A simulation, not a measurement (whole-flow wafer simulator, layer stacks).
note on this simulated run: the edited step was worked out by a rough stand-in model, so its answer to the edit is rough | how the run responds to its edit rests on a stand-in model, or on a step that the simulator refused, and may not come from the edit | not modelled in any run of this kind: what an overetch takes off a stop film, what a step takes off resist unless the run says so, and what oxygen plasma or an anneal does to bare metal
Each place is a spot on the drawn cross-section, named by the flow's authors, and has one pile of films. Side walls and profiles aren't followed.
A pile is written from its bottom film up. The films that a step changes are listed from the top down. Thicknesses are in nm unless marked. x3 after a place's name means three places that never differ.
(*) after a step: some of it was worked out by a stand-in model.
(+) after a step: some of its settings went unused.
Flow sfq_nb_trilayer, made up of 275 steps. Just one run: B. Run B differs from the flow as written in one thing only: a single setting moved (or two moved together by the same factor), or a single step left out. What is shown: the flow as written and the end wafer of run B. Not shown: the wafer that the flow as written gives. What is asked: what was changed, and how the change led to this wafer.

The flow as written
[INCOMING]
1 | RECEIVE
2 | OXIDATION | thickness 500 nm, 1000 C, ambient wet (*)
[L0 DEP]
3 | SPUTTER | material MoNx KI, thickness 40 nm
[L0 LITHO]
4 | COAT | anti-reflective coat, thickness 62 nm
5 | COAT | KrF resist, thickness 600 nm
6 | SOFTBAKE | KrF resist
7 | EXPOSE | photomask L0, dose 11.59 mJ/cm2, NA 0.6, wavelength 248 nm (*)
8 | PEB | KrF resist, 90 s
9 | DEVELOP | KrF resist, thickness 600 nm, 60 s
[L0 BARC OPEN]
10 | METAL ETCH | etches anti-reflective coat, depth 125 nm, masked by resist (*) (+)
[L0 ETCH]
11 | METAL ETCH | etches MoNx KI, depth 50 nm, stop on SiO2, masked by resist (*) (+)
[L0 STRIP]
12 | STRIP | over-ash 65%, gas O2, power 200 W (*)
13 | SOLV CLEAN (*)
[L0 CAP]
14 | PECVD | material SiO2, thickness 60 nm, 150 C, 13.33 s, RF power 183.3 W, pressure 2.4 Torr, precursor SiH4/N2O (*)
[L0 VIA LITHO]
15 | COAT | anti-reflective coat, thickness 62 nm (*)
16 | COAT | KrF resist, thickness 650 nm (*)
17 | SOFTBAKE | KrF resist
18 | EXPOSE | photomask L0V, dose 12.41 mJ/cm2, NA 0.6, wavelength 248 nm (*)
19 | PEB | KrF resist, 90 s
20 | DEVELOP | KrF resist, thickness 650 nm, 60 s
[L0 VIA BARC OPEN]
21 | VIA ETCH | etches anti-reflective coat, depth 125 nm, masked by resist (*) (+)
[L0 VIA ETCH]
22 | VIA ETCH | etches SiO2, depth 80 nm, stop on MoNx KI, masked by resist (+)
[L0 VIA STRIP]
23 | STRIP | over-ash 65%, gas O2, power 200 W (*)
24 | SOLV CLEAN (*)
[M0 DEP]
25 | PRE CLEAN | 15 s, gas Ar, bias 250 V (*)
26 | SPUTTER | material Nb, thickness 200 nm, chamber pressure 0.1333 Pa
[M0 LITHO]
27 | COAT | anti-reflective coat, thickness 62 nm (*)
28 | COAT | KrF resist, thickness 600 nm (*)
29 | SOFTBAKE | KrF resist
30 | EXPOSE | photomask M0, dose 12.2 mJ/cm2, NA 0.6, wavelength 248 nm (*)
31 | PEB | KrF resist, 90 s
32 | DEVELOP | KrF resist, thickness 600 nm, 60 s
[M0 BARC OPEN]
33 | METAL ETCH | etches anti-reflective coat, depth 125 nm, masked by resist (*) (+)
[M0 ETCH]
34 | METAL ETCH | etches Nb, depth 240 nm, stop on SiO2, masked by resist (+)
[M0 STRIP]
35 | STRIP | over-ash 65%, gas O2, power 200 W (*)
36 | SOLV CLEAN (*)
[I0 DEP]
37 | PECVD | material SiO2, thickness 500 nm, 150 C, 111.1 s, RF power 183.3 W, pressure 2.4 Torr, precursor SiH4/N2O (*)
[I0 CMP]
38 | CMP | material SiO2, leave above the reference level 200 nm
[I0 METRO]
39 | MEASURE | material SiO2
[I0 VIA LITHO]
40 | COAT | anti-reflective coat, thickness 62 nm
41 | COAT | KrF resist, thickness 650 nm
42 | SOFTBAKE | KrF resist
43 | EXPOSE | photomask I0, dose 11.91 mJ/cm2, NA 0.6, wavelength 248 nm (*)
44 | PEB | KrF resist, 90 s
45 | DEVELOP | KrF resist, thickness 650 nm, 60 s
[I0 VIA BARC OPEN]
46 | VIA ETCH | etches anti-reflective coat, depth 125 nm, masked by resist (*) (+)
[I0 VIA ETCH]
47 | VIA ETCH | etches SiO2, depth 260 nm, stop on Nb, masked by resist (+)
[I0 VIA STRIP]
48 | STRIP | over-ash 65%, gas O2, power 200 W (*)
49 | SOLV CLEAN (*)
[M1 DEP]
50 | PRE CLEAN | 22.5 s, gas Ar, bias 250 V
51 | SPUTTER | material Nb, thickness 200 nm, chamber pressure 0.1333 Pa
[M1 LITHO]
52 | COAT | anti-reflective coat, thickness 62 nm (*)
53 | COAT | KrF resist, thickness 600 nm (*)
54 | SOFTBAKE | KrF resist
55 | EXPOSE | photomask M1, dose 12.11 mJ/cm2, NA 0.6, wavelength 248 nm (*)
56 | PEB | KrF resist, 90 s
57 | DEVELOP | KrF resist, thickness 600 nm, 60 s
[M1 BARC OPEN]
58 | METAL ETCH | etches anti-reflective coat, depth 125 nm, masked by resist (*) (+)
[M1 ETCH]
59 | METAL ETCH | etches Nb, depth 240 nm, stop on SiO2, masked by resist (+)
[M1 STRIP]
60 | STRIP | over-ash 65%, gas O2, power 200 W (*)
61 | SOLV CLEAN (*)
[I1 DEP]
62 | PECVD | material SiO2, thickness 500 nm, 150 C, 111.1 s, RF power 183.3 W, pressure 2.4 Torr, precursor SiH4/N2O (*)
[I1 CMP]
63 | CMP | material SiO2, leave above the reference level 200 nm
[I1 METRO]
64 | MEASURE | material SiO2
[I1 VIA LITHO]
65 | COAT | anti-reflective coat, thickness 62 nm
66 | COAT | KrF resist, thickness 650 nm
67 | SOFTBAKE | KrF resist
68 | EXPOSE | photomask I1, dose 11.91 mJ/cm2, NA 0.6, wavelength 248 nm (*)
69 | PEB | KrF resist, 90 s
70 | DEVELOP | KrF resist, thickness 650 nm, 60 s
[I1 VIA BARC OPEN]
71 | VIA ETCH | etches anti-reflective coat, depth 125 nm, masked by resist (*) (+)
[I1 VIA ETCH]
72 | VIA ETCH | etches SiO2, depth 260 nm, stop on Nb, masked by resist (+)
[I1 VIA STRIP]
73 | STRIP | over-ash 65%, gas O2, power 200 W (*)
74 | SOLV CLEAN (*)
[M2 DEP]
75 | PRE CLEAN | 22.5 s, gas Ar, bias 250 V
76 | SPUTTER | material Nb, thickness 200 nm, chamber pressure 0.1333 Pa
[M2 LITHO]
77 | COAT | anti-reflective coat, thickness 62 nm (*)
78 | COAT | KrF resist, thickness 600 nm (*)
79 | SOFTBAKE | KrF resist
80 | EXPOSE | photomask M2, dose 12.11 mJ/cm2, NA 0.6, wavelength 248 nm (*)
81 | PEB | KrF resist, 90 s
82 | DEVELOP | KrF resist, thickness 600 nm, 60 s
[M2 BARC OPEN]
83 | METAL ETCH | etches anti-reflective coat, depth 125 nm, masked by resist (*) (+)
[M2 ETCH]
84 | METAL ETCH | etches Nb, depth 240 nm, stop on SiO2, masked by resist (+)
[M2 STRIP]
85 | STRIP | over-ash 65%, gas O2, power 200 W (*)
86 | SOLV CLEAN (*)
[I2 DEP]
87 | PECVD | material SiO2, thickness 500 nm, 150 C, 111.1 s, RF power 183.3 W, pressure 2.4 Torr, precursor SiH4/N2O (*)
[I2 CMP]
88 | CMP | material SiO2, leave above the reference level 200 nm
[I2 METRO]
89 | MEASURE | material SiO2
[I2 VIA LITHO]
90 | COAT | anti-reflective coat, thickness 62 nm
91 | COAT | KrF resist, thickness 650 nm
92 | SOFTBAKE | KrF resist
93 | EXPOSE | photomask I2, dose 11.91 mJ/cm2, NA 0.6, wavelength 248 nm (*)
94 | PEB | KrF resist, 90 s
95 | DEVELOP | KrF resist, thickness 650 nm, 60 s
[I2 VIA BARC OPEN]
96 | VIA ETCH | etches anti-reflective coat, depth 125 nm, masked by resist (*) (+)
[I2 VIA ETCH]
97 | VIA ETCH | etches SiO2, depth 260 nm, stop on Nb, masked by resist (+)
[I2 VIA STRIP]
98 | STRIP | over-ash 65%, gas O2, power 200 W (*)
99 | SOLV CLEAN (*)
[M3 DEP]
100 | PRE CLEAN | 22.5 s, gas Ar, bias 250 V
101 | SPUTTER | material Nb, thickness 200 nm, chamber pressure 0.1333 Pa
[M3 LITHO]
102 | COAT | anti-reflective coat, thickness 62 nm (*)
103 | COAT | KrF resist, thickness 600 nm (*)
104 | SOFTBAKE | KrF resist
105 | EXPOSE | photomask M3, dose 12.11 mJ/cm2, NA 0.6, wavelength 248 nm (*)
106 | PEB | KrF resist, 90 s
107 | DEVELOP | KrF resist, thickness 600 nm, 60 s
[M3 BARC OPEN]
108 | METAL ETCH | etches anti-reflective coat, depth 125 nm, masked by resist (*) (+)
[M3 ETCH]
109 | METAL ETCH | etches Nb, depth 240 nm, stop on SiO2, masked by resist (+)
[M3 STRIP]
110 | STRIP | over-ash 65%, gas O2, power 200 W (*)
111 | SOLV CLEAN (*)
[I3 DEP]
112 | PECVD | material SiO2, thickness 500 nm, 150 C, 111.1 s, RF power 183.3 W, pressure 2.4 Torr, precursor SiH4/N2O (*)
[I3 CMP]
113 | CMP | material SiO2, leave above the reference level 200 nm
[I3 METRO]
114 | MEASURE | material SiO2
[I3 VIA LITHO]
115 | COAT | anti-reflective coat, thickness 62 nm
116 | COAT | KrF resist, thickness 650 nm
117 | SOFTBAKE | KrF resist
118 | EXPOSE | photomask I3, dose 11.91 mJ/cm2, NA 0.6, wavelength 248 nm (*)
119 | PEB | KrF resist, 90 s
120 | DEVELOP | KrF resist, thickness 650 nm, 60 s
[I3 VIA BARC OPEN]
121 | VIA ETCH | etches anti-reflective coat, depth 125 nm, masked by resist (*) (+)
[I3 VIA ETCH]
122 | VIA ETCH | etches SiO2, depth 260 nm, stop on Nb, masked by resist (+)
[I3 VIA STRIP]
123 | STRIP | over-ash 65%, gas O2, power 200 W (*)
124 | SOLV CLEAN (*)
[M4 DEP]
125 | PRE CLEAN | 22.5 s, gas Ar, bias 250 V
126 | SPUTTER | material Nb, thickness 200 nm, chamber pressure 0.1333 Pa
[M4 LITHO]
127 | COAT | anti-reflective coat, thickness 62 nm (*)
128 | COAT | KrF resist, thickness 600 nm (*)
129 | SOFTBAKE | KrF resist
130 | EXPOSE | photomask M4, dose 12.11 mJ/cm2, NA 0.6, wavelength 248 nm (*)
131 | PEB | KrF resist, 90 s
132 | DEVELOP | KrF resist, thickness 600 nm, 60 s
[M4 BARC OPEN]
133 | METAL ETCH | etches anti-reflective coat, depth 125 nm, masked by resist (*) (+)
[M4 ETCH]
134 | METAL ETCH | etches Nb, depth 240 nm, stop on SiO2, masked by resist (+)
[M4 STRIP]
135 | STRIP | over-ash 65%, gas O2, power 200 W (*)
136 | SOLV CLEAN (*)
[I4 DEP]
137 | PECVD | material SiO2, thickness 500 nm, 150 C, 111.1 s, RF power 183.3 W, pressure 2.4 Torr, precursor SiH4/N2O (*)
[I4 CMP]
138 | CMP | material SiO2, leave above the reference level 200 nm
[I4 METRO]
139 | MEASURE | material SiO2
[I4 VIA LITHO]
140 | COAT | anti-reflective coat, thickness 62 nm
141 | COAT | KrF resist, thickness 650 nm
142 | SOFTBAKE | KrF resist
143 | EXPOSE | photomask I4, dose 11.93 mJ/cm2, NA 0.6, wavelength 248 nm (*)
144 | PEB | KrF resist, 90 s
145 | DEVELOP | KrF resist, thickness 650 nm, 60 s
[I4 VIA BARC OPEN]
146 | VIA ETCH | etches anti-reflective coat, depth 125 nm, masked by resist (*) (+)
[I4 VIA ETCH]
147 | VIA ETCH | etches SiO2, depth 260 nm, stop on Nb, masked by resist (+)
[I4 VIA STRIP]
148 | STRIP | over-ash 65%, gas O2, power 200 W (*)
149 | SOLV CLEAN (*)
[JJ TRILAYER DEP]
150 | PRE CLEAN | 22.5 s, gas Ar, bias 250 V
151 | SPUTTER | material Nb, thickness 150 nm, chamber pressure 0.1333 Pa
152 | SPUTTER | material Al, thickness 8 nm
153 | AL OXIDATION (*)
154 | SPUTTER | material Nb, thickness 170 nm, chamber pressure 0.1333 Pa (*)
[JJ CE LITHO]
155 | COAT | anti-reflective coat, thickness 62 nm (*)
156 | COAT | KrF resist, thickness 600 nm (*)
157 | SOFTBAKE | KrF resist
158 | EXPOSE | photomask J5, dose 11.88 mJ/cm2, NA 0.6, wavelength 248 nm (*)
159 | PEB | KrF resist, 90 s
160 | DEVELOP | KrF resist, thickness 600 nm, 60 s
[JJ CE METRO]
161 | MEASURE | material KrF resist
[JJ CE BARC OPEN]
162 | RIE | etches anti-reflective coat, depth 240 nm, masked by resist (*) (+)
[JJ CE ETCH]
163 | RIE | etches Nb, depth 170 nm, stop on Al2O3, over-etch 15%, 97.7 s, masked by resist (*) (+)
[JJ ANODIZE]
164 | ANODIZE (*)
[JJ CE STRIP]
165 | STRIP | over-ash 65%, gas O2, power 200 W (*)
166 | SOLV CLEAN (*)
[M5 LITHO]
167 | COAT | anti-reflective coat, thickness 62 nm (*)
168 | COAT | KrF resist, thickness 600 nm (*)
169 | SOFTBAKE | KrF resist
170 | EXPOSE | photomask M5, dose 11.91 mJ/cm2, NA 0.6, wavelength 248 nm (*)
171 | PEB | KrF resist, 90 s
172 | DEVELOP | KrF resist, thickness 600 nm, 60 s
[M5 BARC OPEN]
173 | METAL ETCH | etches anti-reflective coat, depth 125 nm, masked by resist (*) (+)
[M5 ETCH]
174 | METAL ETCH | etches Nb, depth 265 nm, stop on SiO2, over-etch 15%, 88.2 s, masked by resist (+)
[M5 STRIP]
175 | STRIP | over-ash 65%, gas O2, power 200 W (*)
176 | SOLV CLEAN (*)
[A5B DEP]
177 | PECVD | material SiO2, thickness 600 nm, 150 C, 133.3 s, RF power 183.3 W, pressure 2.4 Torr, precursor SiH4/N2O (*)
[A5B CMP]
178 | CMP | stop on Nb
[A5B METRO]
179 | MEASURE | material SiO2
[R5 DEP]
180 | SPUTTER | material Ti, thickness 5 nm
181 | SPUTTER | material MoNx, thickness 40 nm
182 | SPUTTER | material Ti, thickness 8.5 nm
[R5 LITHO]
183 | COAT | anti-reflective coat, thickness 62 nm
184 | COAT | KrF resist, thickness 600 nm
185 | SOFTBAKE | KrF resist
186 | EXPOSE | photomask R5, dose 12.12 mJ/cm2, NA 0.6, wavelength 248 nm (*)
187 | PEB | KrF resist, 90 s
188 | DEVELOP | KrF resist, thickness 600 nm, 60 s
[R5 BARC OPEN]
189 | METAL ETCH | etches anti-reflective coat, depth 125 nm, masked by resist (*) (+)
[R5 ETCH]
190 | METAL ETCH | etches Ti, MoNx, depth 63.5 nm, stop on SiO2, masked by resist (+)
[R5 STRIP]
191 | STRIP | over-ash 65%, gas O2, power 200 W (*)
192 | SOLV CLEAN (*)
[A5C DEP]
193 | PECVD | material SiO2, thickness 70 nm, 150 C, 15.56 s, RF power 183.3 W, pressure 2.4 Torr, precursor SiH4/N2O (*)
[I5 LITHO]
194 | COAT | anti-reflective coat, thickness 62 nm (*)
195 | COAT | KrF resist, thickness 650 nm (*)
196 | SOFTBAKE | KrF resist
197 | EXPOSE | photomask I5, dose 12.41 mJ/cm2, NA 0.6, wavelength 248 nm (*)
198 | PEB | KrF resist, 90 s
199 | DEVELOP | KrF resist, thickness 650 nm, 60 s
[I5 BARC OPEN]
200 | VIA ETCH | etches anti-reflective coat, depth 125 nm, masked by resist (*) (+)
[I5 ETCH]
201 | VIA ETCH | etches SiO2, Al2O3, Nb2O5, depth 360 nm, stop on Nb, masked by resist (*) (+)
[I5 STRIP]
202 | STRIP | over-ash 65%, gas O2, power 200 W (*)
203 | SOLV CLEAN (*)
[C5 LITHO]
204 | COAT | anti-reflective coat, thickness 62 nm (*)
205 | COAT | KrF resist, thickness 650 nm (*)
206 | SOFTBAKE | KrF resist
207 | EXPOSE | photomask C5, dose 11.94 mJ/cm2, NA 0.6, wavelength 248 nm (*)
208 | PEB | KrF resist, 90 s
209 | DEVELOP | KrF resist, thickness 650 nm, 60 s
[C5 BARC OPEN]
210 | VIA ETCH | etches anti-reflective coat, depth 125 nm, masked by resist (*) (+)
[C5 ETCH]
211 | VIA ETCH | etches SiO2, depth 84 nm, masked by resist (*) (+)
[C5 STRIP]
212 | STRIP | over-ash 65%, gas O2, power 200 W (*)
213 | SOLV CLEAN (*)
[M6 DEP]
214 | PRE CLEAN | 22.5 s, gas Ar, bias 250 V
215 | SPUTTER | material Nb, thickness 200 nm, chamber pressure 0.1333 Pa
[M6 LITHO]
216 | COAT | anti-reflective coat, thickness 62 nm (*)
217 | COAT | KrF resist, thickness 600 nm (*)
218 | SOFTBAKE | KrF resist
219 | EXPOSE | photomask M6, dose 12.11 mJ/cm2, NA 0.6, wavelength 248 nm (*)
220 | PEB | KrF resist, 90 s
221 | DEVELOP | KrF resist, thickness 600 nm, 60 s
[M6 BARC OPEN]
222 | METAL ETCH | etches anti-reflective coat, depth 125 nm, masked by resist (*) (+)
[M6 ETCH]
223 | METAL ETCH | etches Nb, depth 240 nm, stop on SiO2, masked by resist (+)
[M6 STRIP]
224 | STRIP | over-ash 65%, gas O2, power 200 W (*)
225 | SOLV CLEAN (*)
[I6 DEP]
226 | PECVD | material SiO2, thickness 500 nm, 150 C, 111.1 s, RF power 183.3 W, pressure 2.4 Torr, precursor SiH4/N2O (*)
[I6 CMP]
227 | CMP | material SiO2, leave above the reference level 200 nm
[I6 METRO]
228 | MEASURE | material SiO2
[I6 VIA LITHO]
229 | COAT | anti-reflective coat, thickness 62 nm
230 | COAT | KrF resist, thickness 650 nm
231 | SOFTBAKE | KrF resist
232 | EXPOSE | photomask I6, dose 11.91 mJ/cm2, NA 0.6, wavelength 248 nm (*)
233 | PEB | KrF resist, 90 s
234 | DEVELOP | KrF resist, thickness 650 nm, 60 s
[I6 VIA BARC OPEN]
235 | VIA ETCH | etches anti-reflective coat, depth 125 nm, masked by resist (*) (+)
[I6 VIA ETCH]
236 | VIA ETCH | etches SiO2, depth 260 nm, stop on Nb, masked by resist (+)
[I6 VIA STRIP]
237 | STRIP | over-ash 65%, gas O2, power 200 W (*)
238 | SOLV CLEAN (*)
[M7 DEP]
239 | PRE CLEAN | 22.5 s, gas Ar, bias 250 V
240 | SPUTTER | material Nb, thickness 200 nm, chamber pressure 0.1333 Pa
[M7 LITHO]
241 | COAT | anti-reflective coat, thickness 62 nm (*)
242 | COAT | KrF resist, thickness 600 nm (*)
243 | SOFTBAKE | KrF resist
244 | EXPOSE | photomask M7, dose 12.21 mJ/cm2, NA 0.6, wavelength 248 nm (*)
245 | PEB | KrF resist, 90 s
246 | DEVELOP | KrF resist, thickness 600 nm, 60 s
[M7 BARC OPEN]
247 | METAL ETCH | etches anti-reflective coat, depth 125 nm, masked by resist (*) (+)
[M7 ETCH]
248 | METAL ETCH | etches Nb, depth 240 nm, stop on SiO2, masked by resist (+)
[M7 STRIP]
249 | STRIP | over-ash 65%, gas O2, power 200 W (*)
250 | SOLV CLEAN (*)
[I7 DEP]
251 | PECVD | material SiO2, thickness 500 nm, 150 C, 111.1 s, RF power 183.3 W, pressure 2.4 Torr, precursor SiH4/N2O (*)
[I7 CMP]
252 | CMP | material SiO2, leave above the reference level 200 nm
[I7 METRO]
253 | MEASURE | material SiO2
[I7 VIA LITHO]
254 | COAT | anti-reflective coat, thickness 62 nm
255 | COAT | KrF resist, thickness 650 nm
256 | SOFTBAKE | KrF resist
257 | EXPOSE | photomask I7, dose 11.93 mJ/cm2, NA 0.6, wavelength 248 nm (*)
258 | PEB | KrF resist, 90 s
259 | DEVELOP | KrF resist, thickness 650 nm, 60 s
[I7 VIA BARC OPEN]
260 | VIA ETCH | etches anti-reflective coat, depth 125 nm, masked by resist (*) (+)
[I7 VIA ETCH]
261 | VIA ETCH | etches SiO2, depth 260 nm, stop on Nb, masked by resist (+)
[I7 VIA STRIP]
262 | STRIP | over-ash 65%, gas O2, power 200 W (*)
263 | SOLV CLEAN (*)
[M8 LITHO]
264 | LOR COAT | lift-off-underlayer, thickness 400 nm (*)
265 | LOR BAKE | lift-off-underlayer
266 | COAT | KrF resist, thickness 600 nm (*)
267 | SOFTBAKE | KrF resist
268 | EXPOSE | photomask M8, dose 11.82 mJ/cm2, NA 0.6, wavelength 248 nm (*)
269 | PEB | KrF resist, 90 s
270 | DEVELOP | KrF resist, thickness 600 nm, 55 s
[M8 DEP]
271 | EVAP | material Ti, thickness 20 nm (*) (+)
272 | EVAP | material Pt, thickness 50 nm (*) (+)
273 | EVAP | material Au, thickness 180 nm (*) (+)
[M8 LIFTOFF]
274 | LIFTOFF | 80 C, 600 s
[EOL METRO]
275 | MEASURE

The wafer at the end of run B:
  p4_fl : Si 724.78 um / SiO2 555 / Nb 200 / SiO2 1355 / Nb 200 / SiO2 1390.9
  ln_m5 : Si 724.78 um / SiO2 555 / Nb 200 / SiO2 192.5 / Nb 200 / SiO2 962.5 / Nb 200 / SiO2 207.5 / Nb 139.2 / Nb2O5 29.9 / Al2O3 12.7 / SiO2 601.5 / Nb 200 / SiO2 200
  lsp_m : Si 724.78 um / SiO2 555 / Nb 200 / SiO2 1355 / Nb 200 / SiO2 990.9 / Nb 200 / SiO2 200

The reason: step 112, PECVD: thickness 385 nm was run, though the flow has thickness 500 nm; step 112, PECVD: 85.56 s was run, where the flow has 111.1 s.

Step by step, how the change led to this:
  112 | PECVD | material SiO2, thickness 500 nm, 150 C, 111.1 s, RF power 183.3 W, pressure 2.4 Torr, precursor SiH4/N2O (*)
      field_l, be, be_sur and 64 more: SiO2 gains 385 (as written it would have been: SiO2 gains 500)
      v_sur, via_wl, via_wr and 27 more: SiO2 gains 385 (new film) (as written it would have been: SiO2 gains 500 (new film))
      (as well as at 9 more places)
  113 | CMP | material SiO2, leave above the reference level 200 nm
      field_l, be, be_sur and 64 more: nothing (as written it would have been: SiO2 loses 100)
      p4_g1, p4_g2, p3_s0, p3_s1, p3_s2, p3_s3, p3_s4, p3_s5: nothing (as written it would have been: SiO2 loses 157.1)
      (as well as at 31 more places)
  115 | COAT | anti-reflective coat, thickness 62 nm
      p3_s0, p3_s1, p3_s2, p3_s3, p3_s4, p3_s5: anti-reflective coat gains 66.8 (new film) (as written it would have been: anti-reflective coat gains 62 (new film))
      p3_l1, p3_l2, p3_l3, p3_l4, p3_l5, p3_l6: anti-reflective coat gains 58.3 (new film) (as written it would have been: anti-reflective coat gains 62 (new film))
      (as well as at 35 more places)
  123 | STRIP | over-ash 65%, gas O2, power 200 W (*)
      p3_s1, p3_s2, p3_s3: KrF resist loses 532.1 (all of it), anti-reflective coat loses 66.8 (all of it) (as written it would have been: KrF resist loses 528.6 (all of it), anti-reflective coat loses 62 (all of it))
      m0r_space_l, m6r_space_l, m7r_space_l: KrF resist loses 531.1 (all of it), anti-reflective coat loses 64.1 (all of it) (as written it would have been: KrF resist loses 528.6 (all of it), anti-reflective coat loses 62 (all of it))
      (as well as at 41 more places)
  127 | COAT | anti-reflective coat, thickness 62 nm (*)
      p3_fr, m0r_space_l, m0r_space_r, m6r_space_l, m6r_space_r, m7r_space_l, m7r_space_r: anti-reflective coat gains 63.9 (new film) (as written it would have been: anti-reflective coat gains 62 (new film))
      p3_s0, p3_s1, p3_s2, p3_s3, p3_s4, p3_s5: anti-reflective coat gains 65.9 (new film) (as written it would have been: anti-reflective coat gains 62 (new film))
      (as well as at 32 more places)
  133 | METAL ETCH | etches anti-reflective coat, depth 125 nm, masked by resist (*) (+)
      p3_fr, m0r_space_l, m0r_space_r, m6r_space_l, m6r_space_r, m7r_space_l, m7r_space_r: anti-reflective coat loses 63.9 (all of it) (as written it would have been: anti-reflective coat loses 62 (all of it))
      p3_s0, p3_s1, p3_s2, p3_s3, p3_s4, p3_s5: anti-reflective coat loses 65.9 (all of it) (as written it would have been: anti-reflective coat loses 62 (all of it))
      (as well as at 14 more places)
  135 | STRIP | over-ash 65%, gas O2, power 200 W (*)
      p3_l2, p3_l3, p3_l4: KrF resist loses 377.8 (all of it), anti-reflective coat loses 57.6 (all of it) (as written it would have been: KrF resist loses 382.4 (all of it), anti-reflective coat loses 62 (all of it))
      v_sur: KrF resist loses 374.7 (all of it), anti-reflective coat loses 57.7 (all of it) (as written it would have been: KrF resist loses 379.9 (all of it), anti-reflective coat loses 61.4 (all of it))
      (as well as at 14 more places)
  137 | PECVD | material SiO2, thickness 500 nm, 150 C, 111.1 s, RF power 183.3 W, pressure 2.4 Torr, precursor SiH4/N2O (*)
      p3_s0, p3_s1, p3_s2, p3_s3, p3_s4, p3_s5: SiO2 gains 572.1 (as written it would have been: SiO2 gains 557.1)
  138 | CMP | material SiO2, leave above the reference level 200 nm
      field_l, be, be_sur and 55 more: SiO2 loses 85 (as written it would have been: SiO2 loses 100)
      ln_m5, lsp_m, ln_m6, p4_fl, p4_fm, p4_g1, p4_g2, p4_fr: SiO2 loses 285 (as written it would have been: SiO2 loses 300)
      (as well as at 3 more places)
